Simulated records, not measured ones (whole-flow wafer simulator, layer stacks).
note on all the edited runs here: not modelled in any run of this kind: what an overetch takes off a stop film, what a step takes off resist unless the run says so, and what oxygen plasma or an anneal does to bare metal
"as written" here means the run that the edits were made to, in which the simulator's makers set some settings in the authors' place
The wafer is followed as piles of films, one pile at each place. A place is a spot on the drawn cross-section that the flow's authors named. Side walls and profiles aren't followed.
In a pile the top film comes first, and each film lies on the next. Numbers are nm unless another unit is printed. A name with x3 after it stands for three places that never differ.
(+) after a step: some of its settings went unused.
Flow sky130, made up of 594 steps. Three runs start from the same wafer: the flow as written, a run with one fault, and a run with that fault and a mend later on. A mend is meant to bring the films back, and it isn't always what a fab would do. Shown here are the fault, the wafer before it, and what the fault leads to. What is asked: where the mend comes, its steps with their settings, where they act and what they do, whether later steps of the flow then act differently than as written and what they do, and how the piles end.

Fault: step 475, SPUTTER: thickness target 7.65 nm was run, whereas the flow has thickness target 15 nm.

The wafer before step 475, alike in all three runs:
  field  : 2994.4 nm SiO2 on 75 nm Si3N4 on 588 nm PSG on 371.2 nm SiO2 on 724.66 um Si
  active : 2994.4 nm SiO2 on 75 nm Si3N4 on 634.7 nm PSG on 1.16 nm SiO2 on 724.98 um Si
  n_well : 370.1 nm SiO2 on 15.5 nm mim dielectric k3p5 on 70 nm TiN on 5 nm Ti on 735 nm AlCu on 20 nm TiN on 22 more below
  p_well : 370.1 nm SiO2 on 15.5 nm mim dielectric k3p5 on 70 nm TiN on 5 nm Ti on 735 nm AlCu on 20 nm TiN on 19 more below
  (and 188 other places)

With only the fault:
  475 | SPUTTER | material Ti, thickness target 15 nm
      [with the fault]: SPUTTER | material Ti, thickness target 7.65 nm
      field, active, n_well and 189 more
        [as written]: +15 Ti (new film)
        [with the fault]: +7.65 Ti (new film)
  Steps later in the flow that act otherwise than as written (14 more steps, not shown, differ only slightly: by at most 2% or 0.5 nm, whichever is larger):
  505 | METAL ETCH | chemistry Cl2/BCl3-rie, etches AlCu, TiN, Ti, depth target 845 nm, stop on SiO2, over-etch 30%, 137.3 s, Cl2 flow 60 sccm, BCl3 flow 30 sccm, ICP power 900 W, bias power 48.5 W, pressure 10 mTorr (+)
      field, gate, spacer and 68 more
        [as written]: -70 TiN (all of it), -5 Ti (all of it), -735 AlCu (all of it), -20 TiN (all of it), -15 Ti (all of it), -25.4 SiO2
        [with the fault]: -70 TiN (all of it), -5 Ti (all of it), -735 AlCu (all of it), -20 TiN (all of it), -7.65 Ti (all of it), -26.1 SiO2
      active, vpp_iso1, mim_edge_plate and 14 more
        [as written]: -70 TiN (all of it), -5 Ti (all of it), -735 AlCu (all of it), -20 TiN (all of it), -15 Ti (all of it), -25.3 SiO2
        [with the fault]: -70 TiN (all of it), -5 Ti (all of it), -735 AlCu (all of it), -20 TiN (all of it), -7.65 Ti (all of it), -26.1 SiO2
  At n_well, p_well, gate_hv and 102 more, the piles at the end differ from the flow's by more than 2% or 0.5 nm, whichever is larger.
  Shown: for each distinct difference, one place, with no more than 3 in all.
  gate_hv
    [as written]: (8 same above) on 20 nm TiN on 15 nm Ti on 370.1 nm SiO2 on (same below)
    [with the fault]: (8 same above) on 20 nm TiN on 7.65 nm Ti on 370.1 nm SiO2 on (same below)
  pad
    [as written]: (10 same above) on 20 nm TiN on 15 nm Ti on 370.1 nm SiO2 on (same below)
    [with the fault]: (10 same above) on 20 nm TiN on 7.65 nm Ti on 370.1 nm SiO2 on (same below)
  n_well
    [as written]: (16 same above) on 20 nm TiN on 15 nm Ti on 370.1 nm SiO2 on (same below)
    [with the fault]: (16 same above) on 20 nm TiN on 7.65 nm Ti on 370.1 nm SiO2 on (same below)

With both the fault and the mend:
  After step 475 comes the mend.
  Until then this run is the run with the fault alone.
  475a | SPUTTER | material Ti, thickness target 7.35 nm (the flow's step 475, run once more with other settings)
      field, active, n_well and 189 more
        +7.35 Ti
  Later steps of the flow that are run all act as written at every place that is followed.
  By the end, the piles equal the flow's at every place that both follow.
